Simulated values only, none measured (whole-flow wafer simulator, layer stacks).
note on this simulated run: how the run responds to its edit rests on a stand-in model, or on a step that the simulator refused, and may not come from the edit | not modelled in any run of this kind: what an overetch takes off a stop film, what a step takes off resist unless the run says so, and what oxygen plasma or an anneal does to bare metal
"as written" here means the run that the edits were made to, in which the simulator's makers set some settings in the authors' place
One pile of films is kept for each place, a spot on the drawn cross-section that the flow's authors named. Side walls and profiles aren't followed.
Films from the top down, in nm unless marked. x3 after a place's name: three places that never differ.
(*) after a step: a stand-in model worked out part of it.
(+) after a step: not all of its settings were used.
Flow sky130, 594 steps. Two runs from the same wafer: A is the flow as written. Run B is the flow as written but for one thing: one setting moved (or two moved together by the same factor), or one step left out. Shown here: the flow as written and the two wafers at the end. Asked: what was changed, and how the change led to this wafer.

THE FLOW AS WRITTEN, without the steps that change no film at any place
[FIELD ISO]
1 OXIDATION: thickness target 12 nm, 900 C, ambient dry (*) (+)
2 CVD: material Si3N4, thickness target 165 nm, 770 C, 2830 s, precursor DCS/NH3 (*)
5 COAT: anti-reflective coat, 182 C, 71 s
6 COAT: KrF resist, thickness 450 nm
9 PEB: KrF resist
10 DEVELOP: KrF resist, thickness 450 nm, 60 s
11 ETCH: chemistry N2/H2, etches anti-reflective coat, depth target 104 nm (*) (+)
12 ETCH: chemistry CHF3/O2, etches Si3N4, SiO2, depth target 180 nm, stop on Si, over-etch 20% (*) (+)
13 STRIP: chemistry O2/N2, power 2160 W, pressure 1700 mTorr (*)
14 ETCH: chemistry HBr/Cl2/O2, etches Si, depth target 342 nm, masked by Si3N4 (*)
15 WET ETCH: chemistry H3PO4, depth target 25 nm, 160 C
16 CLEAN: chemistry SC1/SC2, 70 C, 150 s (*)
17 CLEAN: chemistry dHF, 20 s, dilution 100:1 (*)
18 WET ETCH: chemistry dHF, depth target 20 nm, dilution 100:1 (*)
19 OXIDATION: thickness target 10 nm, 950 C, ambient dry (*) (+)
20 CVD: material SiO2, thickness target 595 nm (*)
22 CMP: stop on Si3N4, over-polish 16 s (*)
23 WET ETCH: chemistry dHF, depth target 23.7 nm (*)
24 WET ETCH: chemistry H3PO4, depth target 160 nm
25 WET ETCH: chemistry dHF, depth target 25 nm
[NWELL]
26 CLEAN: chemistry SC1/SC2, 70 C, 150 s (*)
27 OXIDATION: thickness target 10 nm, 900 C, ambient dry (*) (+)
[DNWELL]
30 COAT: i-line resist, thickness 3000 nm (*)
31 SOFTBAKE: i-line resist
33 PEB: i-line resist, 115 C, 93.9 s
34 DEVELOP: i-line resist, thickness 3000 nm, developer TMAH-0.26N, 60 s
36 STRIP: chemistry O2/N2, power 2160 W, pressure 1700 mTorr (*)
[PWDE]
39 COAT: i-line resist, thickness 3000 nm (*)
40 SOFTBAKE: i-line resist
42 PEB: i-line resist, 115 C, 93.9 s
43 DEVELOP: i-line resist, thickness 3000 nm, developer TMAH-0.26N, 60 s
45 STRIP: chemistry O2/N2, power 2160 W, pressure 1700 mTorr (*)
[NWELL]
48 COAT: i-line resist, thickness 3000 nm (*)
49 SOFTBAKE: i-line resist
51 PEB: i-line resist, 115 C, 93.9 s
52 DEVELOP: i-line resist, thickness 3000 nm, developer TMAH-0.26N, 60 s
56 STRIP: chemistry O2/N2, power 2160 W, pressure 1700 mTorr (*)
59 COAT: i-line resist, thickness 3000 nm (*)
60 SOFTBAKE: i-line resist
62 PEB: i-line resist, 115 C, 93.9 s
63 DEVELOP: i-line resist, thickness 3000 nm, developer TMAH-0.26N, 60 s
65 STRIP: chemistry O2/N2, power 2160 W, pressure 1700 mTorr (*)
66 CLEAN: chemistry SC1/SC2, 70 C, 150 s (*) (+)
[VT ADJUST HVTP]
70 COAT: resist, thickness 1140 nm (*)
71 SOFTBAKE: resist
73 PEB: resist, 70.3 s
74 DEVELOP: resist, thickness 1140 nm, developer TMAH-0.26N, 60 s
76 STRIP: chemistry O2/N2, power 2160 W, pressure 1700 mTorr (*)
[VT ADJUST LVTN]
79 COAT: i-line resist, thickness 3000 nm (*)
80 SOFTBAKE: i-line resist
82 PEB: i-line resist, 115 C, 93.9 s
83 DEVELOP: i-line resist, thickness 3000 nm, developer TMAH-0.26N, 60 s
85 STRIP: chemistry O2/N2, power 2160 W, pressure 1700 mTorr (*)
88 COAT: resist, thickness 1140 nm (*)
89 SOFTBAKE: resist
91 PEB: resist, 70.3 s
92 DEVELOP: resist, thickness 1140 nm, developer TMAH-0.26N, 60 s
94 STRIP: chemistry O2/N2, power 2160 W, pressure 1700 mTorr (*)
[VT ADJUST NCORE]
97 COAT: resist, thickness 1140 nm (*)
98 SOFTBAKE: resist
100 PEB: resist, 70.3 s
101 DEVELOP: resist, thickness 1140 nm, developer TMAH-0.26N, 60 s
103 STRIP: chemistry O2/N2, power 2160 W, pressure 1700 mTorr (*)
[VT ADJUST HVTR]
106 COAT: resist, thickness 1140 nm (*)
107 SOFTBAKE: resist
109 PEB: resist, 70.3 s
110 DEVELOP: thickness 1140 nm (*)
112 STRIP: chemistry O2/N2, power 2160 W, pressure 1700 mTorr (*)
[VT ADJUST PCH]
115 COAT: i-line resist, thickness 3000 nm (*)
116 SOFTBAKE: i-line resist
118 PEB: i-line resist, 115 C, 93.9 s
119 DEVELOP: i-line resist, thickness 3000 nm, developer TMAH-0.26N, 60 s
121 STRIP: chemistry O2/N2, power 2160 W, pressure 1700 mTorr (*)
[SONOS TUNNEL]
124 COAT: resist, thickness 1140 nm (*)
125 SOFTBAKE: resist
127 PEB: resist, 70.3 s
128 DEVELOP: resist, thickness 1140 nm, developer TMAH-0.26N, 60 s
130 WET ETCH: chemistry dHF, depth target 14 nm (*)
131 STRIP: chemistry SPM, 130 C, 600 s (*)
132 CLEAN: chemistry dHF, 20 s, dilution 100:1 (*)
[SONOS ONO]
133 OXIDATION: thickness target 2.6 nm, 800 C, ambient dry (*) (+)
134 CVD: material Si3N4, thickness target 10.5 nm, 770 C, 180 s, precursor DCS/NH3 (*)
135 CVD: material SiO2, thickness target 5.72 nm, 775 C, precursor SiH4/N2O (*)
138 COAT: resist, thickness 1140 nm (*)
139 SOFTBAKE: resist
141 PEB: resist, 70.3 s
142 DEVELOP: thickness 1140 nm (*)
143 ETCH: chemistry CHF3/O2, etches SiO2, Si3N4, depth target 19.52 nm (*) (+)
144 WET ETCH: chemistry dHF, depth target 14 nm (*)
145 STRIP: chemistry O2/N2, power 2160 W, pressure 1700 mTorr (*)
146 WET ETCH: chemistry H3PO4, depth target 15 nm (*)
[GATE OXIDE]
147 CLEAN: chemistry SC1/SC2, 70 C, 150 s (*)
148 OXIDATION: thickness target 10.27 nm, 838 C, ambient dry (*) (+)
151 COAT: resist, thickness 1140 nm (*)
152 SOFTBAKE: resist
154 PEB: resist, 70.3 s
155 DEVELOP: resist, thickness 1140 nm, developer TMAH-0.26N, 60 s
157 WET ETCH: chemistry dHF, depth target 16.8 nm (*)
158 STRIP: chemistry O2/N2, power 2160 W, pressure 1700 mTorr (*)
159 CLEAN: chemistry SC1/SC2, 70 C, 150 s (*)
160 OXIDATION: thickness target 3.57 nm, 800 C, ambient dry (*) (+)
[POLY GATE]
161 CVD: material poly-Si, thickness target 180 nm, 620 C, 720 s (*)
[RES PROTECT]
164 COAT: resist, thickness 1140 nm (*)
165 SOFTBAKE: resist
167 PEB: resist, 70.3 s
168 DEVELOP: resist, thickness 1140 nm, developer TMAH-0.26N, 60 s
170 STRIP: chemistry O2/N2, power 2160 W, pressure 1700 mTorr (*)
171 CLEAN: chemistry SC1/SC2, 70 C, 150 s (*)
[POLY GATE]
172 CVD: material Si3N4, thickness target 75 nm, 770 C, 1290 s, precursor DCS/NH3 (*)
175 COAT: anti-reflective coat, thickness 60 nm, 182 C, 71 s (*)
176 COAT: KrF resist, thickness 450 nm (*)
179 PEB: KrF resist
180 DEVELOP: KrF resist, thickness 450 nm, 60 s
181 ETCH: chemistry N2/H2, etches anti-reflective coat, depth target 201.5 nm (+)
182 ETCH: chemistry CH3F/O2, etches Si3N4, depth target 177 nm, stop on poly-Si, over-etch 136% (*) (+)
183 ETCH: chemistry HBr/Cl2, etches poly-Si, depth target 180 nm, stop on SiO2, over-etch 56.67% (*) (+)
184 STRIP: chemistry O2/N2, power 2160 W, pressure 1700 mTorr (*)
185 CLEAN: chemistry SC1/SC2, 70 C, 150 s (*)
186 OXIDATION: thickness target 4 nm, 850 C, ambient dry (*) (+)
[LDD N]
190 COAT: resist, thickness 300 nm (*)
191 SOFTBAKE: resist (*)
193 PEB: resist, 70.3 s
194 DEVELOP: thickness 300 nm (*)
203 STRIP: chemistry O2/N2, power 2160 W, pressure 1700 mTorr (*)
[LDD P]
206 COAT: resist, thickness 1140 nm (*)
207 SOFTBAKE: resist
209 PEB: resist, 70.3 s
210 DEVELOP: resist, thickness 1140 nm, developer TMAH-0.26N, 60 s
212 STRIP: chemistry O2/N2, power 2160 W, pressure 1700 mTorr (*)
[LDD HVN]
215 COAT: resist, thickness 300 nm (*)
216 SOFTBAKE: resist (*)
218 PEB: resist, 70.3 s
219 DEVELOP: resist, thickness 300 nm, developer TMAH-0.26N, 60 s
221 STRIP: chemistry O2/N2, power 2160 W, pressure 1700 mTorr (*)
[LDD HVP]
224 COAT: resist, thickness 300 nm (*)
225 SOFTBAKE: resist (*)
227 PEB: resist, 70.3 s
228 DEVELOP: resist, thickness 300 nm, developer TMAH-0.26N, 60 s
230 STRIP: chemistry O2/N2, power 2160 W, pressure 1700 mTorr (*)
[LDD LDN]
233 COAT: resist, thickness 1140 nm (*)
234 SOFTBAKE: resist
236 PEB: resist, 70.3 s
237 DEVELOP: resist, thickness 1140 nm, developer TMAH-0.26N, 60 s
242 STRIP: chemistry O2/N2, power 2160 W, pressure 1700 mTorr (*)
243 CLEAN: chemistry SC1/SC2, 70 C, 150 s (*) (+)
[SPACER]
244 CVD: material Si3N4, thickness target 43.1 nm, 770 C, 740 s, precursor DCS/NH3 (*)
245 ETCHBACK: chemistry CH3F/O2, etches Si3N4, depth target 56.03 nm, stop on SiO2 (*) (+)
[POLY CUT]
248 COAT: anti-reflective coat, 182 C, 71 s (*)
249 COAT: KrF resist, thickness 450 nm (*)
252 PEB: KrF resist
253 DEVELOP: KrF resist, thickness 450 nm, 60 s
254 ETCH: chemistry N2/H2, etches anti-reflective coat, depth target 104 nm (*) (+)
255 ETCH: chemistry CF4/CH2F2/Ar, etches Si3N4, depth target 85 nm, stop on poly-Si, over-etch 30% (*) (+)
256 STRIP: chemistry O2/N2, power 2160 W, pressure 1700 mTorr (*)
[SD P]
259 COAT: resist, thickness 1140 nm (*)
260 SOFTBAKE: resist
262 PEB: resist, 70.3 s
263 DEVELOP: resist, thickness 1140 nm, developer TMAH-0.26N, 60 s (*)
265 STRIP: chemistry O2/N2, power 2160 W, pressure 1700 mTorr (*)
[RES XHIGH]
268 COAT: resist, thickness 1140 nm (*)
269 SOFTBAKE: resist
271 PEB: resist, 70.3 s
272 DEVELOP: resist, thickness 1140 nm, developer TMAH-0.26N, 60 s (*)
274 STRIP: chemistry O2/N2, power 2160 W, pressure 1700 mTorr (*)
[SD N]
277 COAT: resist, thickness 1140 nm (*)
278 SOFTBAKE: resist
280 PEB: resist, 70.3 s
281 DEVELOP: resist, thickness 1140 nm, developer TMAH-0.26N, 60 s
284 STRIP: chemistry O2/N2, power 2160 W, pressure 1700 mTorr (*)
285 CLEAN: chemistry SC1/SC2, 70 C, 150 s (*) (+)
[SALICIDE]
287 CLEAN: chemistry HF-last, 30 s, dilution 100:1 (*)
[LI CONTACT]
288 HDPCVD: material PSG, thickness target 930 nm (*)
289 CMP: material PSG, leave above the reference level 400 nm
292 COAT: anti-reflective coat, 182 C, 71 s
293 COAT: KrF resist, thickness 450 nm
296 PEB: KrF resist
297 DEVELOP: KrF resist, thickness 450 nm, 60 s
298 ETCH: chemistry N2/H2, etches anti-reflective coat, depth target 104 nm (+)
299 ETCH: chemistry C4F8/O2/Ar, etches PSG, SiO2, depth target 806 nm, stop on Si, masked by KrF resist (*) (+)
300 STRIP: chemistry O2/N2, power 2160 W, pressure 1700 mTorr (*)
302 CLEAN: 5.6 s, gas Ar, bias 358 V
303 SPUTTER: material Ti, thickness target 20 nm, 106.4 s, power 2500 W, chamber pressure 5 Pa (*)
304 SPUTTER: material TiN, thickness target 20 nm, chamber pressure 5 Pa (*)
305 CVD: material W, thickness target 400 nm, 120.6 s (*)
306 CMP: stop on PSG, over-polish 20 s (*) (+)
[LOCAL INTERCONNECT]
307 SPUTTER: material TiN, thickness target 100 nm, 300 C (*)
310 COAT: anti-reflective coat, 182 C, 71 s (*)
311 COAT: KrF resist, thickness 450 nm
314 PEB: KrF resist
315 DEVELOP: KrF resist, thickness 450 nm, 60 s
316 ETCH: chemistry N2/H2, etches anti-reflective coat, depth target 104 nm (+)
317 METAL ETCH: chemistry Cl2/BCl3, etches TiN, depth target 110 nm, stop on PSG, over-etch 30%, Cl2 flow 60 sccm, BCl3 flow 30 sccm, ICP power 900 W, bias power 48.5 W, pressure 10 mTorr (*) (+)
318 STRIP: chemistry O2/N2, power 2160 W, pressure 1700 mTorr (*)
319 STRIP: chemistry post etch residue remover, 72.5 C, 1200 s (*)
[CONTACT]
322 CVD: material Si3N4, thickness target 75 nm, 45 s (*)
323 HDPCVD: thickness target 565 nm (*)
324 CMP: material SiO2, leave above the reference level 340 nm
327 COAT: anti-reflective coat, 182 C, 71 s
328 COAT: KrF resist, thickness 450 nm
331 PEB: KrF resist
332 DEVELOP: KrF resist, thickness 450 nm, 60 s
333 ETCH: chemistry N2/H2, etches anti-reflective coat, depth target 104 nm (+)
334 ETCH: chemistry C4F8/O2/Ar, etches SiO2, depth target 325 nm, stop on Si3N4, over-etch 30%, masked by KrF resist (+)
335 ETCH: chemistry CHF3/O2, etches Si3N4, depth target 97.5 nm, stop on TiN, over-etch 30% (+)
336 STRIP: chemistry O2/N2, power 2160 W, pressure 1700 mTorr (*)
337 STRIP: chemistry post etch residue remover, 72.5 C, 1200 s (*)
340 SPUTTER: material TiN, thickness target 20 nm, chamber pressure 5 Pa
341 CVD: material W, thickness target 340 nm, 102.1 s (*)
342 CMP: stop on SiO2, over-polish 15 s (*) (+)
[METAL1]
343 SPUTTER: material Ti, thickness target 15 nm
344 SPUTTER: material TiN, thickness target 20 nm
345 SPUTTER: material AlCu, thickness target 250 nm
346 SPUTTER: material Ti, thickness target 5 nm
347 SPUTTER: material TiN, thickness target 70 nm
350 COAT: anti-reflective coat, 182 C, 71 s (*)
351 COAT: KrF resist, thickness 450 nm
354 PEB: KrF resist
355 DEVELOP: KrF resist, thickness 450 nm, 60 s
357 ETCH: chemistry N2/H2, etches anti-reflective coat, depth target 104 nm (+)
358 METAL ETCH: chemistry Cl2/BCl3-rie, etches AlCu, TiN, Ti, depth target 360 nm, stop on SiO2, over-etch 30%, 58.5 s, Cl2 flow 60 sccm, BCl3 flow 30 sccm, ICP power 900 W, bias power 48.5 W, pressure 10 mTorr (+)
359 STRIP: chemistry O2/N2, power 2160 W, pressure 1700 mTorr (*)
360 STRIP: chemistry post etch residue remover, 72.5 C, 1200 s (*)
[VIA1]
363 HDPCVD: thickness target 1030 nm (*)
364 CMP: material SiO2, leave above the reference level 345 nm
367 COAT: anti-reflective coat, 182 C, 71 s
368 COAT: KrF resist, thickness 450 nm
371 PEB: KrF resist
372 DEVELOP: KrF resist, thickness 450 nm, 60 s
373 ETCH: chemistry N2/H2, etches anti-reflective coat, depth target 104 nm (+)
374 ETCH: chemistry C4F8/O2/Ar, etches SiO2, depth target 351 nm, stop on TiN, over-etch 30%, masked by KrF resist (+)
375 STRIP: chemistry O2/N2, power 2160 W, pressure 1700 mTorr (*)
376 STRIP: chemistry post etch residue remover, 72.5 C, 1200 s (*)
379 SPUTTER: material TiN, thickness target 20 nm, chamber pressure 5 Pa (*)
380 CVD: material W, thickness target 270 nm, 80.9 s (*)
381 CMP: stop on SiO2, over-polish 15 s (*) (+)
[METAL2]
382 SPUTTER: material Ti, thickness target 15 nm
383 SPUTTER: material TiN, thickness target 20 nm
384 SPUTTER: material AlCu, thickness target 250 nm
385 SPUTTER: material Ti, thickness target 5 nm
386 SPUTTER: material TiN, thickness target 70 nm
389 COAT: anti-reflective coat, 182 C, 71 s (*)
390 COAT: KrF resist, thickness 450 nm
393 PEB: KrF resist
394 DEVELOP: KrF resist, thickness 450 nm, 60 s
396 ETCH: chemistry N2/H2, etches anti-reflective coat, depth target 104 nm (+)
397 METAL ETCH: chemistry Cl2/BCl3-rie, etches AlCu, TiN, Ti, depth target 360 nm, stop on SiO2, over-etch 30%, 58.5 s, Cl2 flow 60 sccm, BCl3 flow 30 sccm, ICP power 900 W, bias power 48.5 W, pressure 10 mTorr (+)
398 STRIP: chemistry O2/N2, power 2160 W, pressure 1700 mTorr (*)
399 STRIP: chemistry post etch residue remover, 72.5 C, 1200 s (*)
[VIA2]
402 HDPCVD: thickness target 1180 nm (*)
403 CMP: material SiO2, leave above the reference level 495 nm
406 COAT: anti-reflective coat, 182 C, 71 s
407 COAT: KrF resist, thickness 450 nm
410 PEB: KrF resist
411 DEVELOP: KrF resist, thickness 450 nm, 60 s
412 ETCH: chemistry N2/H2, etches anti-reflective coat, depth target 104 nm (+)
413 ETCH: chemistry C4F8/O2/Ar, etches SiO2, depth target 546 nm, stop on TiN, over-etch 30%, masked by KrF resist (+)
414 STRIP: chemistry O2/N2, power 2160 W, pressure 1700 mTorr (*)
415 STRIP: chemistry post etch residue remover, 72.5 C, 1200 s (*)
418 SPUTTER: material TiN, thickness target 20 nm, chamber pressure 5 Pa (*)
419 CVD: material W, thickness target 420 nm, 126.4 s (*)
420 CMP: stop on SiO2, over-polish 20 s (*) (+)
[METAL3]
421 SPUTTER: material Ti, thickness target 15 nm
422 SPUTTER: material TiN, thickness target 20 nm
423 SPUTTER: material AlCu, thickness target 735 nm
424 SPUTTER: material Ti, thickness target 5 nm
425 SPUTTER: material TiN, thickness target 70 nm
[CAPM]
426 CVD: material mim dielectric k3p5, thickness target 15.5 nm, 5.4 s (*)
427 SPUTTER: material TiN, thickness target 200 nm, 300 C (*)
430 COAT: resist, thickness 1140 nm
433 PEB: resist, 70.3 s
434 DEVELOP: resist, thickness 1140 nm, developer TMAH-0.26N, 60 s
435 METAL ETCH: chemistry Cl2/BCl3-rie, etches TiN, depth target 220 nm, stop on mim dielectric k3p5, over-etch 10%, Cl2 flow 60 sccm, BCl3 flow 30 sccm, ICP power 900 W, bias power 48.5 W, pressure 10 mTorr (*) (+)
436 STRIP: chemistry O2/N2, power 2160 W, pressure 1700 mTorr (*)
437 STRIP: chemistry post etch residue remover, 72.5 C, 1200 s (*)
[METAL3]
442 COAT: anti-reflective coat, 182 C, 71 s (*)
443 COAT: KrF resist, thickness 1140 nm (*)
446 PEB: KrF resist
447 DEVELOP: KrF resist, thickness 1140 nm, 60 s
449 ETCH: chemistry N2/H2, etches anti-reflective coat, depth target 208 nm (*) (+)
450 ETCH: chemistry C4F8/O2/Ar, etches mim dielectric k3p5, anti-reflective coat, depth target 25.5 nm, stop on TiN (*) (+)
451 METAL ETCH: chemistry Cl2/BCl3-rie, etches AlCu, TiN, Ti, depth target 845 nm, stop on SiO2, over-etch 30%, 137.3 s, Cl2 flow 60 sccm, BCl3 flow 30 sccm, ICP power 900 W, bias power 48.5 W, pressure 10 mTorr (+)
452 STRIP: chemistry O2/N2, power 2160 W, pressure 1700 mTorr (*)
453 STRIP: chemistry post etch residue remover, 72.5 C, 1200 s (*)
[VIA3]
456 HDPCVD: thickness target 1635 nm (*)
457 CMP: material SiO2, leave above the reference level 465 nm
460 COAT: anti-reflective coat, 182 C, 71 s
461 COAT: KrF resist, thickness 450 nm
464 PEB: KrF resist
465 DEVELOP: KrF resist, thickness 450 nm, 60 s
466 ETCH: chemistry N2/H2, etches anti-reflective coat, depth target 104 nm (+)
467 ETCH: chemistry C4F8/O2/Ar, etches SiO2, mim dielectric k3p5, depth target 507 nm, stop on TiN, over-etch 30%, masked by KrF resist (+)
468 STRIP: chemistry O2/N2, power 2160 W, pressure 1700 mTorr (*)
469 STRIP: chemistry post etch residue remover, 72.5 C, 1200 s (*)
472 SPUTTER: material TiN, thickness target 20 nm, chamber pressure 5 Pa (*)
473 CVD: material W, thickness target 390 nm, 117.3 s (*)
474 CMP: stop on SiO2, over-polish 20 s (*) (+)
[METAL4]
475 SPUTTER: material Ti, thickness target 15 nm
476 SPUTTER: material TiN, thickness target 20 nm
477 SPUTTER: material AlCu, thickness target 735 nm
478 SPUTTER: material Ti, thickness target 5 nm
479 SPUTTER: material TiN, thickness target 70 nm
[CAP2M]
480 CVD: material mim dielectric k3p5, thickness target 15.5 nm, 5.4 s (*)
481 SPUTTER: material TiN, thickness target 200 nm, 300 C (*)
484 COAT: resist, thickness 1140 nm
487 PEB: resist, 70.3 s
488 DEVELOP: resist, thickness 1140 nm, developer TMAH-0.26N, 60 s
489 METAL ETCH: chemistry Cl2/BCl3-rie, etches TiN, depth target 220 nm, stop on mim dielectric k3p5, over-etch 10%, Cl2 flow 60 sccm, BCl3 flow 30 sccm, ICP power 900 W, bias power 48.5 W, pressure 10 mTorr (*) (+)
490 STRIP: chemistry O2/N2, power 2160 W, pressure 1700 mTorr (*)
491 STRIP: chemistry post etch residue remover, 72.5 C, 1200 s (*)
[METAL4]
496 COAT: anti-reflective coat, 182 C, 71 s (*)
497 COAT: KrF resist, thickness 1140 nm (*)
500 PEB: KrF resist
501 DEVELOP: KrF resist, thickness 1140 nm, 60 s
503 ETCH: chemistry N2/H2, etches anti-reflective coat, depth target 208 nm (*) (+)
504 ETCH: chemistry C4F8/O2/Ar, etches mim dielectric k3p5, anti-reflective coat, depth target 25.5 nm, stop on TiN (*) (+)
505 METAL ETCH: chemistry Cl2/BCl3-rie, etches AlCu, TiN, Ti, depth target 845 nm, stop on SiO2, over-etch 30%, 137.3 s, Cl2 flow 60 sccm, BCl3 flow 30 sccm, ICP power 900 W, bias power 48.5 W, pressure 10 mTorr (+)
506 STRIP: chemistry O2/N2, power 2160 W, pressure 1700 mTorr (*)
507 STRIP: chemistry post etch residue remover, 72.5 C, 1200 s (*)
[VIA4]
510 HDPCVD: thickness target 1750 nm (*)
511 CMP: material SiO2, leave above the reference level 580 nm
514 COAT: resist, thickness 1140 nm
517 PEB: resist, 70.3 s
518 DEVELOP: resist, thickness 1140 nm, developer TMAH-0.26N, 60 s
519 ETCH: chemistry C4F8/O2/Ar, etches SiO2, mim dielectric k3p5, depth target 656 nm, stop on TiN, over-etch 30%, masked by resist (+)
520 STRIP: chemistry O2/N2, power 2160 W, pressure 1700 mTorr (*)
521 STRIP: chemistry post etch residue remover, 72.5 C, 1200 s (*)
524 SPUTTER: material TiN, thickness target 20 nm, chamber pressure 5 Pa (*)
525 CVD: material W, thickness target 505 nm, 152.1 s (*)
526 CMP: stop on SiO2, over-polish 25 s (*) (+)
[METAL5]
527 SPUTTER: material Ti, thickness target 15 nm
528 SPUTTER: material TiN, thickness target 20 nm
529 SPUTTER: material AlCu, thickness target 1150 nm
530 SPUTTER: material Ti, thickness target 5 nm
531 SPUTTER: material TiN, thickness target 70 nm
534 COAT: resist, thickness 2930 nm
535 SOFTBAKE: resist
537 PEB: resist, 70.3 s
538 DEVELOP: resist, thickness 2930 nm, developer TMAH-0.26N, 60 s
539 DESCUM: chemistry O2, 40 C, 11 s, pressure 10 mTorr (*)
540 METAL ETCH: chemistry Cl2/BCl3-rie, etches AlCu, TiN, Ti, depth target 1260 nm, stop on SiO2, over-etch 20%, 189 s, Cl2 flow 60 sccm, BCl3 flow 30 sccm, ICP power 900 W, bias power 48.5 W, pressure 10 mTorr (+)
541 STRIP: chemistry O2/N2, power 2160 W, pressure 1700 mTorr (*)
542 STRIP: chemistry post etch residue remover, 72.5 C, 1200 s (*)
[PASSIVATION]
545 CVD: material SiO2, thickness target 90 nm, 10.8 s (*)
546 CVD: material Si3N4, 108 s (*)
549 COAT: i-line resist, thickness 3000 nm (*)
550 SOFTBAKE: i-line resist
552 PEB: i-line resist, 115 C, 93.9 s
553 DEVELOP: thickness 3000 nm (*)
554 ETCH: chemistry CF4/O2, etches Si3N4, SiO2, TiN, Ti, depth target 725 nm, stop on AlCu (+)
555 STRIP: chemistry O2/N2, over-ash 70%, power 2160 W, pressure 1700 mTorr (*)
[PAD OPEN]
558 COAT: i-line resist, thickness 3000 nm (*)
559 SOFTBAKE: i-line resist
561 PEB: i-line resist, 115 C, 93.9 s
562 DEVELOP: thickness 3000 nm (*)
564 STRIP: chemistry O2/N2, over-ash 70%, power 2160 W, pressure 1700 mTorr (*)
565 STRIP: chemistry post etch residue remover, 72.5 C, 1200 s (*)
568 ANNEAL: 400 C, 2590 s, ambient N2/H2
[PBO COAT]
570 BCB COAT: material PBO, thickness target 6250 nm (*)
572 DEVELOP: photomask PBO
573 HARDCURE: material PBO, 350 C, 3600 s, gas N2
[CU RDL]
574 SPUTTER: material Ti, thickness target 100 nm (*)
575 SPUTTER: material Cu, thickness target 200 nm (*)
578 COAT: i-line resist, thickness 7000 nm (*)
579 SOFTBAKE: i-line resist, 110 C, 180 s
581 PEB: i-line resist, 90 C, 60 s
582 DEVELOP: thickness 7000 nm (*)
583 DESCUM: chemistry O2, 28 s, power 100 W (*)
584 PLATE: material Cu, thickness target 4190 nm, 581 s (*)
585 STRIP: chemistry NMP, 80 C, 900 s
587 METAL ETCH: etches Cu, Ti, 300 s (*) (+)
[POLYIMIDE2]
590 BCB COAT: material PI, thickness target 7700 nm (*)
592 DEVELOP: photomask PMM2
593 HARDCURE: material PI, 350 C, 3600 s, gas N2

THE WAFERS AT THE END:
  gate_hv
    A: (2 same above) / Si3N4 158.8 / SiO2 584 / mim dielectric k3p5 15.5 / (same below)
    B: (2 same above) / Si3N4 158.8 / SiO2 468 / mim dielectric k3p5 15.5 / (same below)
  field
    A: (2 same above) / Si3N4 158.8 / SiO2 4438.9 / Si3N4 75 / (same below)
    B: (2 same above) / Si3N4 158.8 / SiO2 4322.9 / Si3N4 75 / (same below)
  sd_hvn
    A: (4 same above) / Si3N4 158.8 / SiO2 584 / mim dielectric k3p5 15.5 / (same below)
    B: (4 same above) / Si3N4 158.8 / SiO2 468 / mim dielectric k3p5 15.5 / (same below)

The cause: step 511, CMP: leave above the reference level 464 nm was run, where the flow has leave above the reference level 580 nm.

How the change led to this, step by step:
  511 CMP: material SiO2, leave above the reference level 580 nm
      n_well, p_well, gate_hv and 99 more: A SiO2 -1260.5 | B SiO2 -1376.5
      field, active, gate and 77 more: A SiO2 -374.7 | B SiO2 -490.7
      (and at 11 more places)
  519 ETCH: chemistry C4F8/O2/Ar, etches SiO2, mim dielectric k3p5, depth target 656 nm, stop on TiN, over-etch 30%, masked by resist (+)
      field, active, n_well and 188 more: A resist -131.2 | B resist -101.3
      m1: A SiO2 -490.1 (all of it), mim dielectric k3p5 -15.5 (all of it) | B SiO2 -374.1 (all of it), mim dielectric k3p5 -15.5 (all of it)
      (and at 1 more place)
  520 STRIP: chemistry O2/N2, power 2160 W, pressure 1700 mTorr (*)
      field, active, n_well and 188 more: A resist -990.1 (all of it) | B resist -1020 (all of it)
  524 SPUTTER: material TiN, thickness target 20 nm, chamber pressure 5 Pa (*)
      m1, via4_hole: A TiN +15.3 | B TiN +16.1
  525 CVD: material W, thickness target 505 nm, 152.1 s (*)
      m1: A W +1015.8 (new film) | B W +702.2 (new film)
      via4_hole: A W +1015.2 (new film) | B W +703.3 (new film)
  526 CMP: stop on SiO2, over-polish 25 s (*) (+)
      m1: A W -532.7 | B W -335.9
      via4_hole: A W -532.7 | B W -337.6
